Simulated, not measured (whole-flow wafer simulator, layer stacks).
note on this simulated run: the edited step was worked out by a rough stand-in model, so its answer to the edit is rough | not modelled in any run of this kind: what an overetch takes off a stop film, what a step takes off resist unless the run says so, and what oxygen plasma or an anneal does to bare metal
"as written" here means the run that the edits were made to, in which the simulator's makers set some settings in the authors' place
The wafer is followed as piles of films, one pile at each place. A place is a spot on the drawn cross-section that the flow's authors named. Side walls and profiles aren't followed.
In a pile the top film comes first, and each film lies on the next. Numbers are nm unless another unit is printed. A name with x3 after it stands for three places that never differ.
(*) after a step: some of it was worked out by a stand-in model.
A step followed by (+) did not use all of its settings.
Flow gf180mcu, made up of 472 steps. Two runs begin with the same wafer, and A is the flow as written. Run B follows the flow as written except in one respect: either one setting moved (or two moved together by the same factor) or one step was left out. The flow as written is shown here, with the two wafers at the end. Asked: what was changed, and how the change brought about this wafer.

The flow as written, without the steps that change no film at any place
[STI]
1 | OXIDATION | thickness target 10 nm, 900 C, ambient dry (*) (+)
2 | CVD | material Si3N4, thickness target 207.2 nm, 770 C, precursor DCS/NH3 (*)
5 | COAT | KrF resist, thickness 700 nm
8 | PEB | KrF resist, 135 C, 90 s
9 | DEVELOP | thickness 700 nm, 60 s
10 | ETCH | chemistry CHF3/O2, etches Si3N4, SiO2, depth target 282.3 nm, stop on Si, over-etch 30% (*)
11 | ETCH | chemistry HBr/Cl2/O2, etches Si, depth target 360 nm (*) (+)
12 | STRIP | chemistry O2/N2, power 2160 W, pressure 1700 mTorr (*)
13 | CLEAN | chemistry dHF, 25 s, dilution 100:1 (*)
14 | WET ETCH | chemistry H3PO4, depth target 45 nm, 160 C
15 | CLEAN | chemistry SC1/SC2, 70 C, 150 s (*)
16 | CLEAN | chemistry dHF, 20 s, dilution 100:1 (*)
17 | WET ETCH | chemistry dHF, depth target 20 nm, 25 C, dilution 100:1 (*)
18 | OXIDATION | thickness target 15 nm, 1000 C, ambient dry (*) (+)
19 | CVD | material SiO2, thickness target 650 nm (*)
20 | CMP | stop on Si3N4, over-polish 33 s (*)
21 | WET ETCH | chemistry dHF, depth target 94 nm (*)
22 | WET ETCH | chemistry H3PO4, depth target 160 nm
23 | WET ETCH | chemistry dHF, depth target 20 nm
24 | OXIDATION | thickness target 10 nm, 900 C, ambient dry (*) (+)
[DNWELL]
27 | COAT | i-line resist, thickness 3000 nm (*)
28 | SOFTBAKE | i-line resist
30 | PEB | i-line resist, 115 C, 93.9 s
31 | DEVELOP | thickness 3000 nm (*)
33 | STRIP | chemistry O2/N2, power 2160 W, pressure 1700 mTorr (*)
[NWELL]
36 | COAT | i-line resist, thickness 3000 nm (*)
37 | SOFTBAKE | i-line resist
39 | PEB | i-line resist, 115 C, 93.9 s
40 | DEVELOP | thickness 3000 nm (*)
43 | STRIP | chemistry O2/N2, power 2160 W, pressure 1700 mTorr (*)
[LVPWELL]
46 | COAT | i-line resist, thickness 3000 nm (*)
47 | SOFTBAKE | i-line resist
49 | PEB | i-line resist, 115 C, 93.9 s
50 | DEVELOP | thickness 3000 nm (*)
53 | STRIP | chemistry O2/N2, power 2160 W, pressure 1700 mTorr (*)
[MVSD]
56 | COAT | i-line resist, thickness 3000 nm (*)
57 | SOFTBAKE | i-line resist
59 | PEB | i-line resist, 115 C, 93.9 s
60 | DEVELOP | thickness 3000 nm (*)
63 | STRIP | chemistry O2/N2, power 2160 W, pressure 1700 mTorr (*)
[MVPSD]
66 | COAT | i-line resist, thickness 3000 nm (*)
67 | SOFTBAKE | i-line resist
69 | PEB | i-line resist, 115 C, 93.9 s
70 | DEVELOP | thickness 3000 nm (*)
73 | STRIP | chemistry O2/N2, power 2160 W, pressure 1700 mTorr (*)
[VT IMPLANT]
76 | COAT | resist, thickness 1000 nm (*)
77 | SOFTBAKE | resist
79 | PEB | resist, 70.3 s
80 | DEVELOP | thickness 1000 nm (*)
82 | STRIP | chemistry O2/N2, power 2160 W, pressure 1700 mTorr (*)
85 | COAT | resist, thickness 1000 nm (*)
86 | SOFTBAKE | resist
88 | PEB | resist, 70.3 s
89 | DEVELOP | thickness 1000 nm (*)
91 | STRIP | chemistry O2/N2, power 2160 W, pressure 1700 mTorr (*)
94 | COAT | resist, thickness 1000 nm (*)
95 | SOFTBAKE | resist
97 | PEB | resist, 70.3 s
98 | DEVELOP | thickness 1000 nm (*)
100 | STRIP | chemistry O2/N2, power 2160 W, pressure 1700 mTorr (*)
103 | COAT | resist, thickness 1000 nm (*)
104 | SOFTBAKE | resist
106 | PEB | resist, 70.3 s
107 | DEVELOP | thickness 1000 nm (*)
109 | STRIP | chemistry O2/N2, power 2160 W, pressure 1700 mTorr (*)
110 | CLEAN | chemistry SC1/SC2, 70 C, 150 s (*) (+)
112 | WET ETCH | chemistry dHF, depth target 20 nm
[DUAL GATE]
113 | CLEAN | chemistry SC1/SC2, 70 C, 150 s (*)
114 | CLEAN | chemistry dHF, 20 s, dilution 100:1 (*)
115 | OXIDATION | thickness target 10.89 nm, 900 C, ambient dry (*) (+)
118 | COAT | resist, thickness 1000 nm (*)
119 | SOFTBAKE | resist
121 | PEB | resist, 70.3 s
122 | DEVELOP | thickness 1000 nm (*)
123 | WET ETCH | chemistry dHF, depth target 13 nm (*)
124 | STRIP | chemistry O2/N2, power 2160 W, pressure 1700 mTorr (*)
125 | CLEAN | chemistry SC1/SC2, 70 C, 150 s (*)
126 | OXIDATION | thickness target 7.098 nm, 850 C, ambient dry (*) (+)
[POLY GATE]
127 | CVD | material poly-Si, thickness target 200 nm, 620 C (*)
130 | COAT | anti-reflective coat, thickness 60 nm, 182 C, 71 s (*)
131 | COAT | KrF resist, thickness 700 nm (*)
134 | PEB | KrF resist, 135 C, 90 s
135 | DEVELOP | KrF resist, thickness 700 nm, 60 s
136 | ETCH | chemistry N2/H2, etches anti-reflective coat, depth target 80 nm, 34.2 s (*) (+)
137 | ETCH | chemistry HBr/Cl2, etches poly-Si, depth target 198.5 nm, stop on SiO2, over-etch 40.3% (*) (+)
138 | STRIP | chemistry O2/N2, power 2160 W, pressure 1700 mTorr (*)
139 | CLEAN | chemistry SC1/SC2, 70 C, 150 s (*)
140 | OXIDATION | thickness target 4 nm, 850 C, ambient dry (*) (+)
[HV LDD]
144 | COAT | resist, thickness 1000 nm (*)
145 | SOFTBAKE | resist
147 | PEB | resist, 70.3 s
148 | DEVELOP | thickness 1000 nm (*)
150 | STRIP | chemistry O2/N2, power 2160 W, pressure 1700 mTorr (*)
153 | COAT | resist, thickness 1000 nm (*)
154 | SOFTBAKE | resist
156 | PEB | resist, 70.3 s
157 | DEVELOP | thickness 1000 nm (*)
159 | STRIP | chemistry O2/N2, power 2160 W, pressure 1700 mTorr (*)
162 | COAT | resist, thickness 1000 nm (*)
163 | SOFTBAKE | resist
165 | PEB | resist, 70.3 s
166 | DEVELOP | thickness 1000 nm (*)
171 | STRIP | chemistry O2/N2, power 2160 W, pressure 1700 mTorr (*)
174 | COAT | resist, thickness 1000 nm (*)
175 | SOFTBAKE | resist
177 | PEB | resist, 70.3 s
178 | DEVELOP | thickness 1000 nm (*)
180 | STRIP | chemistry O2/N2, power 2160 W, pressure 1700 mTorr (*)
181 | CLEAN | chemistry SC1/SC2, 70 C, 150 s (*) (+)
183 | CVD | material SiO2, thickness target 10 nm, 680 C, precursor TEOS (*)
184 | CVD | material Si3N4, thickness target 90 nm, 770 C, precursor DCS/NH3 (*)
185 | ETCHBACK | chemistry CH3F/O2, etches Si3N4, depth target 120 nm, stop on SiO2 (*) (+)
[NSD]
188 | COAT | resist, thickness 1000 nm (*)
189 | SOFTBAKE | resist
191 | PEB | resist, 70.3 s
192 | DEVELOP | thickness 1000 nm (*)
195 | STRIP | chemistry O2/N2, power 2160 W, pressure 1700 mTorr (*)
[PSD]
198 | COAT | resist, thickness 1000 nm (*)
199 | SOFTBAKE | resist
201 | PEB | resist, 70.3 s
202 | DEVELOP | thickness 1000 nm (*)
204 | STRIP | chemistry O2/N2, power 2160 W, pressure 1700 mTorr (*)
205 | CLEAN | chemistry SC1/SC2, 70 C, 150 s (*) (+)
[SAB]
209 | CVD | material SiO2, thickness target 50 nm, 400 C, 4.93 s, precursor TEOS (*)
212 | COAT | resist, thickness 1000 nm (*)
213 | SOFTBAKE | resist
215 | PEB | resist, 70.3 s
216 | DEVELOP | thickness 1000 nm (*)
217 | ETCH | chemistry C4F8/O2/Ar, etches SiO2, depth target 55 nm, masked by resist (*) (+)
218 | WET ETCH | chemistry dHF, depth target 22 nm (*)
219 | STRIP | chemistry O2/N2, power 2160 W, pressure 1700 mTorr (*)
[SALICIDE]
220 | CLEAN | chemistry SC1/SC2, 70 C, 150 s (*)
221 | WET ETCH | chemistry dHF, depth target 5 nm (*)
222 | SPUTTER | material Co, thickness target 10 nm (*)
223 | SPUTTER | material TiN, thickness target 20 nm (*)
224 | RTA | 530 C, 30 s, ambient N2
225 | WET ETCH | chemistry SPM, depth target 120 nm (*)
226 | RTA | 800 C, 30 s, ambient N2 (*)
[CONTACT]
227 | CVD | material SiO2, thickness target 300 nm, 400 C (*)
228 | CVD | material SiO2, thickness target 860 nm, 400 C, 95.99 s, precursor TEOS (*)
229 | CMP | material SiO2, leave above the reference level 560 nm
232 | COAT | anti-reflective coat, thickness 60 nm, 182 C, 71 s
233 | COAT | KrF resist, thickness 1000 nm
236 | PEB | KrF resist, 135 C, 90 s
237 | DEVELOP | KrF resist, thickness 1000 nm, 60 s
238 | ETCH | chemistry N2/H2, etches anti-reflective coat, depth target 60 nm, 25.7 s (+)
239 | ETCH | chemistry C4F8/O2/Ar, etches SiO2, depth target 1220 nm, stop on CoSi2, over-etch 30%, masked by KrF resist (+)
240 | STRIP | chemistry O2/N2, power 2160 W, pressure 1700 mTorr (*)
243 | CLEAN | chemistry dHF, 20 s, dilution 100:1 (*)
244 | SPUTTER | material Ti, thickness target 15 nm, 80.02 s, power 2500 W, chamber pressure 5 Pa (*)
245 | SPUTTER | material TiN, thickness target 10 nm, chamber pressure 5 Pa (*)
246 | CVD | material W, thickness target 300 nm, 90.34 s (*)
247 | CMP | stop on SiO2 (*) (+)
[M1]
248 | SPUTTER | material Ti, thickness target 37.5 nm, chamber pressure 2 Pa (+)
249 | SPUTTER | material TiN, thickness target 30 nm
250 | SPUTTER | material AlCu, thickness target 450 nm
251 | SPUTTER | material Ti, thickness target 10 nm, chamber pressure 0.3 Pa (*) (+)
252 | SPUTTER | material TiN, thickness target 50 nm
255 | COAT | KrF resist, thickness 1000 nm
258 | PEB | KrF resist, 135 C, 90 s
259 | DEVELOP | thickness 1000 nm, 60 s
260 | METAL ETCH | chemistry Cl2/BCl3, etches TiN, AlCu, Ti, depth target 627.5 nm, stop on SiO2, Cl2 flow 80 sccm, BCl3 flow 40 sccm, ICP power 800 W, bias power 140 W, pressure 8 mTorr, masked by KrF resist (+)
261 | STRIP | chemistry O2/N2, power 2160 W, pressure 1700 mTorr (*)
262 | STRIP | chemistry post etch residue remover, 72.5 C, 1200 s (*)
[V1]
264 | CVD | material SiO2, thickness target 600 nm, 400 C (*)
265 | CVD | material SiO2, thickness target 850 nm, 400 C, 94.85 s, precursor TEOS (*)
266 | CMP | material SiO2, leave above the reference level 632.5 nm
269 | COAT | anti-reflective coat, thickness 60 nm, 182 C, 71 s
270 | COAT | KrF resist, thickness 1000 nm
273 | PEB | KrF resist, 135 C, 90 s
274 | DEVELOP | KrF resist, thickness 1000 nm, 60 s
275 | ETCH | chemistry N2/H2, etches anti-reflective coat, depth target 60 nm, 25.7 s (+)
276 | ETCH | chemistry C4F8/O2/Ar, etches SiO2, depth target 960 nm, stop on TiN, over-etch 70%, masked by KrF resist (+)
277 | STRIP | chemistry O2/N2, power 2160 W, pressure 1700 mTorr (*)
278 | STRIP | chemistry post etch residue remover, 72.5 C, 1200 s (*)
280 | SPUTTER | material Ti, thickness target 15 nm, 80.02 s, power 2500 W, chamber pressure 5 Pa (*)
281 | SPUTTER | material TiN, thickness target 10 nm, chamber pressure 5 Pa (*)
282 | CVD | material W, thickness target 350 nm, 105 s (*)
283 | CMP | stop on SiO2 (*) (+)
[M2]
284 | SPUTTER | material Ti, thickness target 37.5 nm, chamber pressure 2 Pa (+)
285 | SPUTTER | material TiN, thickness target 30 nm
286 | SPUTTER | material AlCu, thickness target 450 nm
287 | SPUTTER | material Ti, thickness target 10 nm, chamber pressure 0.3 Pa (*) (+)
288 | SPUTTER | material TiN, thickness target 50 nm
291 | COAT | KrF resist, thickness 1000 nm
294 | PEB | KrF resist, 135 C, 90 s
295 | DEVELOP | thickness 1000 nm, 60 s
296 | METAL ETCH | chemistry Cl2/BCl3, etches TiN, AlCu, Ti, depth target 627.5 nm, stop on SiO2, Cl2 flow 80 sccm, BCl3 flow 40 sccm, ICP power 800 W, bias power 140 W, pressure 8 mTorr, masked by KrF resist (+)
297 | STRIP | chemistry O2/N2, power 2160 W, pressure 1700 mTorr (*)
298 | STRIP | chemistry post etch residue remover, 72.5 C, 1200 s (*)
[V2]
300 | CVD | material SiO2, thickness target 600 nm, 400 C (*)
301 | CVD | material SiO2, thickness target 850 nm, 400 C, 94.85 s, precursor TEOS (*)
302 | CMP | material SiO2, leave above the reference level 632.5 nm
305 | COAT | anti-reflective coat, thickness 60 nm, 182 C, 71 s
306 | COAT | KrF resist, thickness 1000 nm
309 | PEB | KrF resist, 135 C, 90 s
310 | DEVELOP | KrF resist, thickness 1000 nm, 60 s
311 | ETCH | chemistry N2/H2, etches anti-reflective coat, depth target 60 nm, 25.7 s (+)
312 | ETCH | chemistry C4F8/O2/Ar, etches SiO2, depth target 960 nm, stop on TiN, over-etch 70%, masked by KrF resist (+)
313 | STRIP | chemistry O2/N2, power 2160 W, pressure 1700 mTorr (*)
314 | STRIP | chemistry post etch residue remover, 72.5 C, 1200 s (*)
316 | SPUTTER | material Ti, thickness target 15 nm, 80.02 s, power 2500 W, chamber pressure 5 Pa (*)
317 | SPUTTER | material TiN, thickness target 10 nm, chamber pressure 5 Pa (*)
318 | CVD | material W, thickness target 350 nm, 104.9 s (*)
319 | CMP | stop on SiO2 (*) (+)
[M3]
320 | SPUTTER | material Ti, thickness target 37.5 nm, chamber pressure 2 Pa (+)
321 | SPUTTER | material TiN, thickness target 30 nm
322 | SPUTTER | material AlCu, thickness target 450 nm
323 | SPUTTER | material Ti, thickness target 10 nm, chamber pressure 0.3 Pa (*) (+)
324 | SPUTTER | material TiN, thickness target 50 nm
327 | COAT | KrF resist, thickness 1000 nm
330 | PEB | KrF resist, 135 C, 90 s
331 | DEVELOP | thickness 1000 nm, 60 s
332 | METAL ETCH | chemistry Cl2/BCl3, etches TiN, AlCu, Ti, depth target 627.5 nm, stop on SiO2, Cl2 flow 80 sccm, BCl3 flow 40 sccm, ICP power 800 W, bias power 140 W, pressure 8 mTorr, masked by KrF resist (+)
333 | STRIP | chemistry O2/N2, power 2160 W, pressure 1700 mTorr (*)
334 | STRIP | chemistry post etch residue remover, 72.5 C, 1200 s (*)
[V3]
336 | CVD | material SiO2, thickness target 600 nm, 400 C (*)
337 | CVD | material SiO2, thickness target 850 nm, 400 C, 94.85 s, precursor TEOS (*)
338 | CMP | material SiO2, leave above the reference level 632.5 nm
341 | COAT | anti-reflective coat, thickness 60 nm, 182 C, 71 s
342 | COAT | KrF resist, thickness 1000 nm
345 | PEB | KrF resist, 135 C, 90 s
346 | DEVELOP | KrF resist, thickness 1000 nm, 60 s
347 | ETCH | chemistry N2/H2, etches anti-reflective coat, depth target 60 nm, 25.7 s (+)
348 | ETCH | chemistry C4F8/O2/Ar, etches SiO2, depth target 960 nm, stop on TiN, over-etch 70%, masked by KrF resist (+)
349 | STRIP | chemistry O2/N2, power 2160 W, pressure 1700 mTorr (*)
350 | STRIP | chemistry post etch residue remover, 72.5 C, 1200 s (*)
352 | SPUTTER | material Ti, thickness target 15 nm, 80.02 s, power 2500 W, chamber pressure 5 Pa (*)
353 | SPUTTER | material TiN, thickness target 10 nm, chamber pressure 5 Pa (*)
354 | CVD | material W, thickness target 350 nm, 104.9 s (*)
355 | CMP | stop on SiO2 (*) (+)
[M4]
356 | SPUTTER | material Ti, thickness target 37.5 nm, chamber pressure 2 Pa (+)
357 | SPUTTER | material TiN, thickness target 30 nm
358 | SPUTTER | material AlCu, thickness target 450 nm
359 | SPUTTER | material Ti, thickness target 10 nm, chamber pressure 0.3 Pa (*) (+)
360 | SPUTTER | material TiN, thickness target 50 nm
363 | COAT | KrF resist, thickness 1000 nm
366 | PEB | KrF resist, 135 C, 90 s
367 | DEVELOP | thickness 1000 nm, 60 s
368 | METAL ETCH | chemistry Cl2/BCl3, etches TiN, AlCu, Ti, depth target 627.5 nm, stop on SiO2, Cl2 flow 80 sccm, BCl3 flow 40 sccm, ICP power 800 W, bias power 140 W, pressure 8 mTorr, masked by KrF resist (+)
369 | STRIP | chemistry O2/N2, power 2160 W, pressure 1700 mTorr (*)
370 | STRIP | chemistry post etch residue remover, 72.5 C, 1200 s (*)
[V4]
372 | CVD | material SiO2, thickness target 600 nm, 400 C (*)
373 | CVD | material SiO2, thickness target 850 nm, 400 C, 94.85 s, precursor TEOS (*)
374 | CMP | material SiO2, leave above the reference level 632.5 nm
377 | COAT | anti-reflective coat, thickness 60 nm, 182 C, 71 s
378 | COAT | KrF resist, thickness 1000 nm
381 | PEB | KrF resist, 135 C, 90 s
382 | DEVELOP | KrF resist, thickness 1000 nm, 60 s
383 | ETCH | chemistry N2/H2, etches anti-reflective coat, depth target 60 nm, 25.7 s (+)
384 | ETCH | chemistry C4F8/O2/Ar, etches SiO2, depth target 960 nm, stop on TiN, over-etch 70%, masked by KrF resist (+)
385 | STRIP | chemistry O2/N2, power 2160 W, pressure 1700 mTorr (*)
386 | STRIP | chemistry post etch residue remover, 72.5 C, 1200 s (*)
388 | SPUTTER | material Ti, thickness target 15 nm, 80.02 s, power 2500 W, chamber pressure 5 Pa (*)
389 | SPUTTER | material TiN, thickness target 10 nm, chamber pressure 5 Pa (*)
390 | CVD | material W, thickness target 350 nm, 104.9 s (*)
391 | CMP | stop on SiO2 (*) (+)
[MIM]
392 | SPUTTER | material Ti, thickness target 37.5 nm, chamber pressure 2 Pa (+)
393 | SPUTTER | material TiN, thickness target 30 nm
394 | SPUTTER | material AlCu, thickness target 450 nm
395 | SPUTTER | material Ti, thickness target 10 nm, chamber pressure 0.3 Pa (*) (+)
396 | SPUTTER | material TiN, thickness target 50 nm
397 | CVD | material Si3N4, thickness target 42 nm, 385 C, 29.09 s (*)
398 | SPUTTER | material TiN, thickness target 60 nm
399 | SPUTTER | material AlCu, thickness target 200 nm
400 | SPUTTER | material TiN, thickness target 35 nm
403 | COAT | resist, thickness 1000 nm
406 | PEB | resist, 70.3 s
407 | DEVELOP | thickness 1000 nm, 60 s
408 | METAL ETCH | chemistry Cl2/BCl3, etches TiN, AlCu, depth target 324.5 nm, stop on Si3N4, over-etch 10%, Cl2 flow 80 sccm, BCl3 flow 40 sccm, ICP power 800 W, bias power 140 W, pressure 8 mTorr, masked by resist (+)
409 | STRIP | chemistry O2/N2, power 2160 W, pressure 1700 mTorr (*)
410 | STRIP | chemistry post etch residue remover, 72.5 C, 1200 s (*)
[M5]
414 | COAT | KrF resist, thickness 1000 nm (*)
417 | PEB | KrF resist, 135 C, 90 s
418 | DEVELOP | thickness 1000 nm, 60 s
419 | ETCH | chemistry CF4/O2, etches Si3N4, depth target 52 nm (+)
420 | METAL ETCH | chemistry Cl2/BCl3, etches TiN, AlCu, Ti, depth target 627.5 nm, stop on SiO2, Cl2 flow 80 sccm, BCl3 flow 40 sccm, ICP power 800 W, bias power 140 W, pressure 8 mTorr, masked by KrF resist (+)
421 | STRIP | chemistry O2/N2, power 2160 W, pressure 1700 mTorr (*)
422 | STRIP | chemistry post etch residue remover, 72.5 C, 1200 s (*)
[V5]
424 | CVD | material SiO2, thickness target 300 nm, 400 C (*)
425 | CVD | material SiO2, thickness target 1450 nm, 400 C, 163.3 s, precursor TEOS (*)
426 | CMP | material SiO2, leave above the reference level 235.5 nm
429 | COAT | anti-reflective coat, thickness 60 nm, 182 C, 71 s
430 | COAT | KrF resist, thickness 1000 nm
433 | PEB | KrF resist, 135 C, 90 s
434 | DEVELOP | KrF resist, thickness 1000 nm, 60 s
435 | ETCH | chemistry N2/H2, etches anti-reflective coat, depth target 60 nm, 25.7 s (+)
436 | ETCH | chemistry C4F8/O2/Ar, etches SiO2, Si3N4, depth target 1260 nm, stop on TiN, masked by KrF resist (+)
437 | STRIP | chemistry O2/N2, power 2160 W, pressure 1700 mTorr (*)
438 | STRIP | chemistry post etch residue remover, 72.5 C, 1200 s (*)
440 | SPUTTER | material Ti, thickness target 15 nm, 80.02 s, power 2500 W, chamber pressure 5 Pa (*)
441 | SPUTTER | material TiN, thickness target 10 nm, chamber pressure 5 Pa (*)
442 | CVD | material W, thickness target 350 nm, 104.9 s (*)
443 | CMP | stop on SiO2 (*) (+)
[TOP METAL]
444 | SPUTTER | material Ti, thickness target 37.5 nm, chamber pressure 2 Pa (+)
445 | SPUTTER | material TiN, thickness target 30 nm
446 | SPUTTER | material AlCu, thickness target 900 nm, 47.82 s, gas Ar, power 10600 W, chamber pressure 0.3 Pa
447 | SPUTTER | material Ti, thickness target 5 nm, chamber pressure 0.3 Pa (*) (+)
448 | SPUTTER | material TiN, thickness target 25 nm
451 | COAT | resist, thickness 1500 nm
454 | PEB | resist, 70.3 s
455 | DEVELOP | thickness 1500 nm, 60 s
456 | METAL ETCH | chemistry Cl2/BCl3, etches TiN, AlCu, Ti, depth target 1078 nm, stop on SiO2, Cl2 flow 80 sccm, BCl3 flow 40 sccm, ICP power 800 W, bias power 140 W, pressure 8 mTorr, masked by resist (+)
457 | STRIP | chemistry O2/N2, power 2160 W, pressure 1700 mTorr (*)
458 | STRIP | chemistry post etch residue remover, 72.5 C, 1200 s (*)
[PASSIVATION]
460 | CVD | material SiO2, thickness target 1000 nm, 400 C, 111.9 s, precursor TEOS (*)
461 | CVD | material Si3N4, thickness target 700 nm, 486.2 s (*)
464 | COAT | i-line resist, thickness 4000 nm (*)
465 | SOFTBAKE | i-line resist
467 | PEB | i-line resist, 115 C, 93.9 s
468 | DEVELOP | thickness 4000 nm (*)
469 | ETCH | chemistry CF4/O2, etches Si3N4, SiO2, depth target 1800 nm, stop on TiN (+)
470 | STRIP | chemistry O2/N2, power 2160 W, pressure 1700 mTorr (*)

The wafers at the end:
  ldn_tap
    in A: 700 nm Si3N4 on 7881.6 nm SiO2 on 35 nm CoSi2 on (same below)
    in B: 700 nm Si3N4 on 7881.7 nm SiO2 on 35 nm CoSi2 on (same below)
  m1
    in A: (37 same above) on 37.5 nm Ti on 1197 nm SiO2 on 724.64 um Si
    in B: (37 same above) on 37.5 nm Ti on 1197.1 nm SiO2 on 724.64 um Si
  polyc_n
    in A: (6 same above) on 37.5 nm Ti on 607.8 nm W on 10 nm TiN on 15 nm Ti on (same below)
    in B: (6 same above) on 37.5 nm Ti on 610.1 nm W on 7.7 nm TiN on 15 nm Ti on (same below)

The reason: step 245, SPUTTER: thickness target 7.7 nm was run, while the flow as written has thickness target 10 nm.
The wafer lets one read it off: polyc_n has TiN 7.7, and step 245 as written asks for 10 nm.

Step by step, how the change led to this:
  245 | SPUTTER | material TiN, thickness target 10 nm, chamber pressure 5 Pa (*)
      field, field__w1, field__w2 and 107 more: A TiN gains 10 (new film) | B TiN gains 7.7 (new film)
      contact: A TiN gains 5.48 (new film) | B TiN gains 4.22 (new film)
  247 | CMP | stop on SiO2 (*) (+)
      field, field__w1, field__w2 and 105 more: A W loses 300 (all of it), TiN loses 10 (all of it), Ti loses 15 (all of it), SiO2 loses 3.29 | B W loses 300 (all of it), TiN loses 7.7 (all of it), Ti loses 15 (all of it), SiO2 loses 3.27
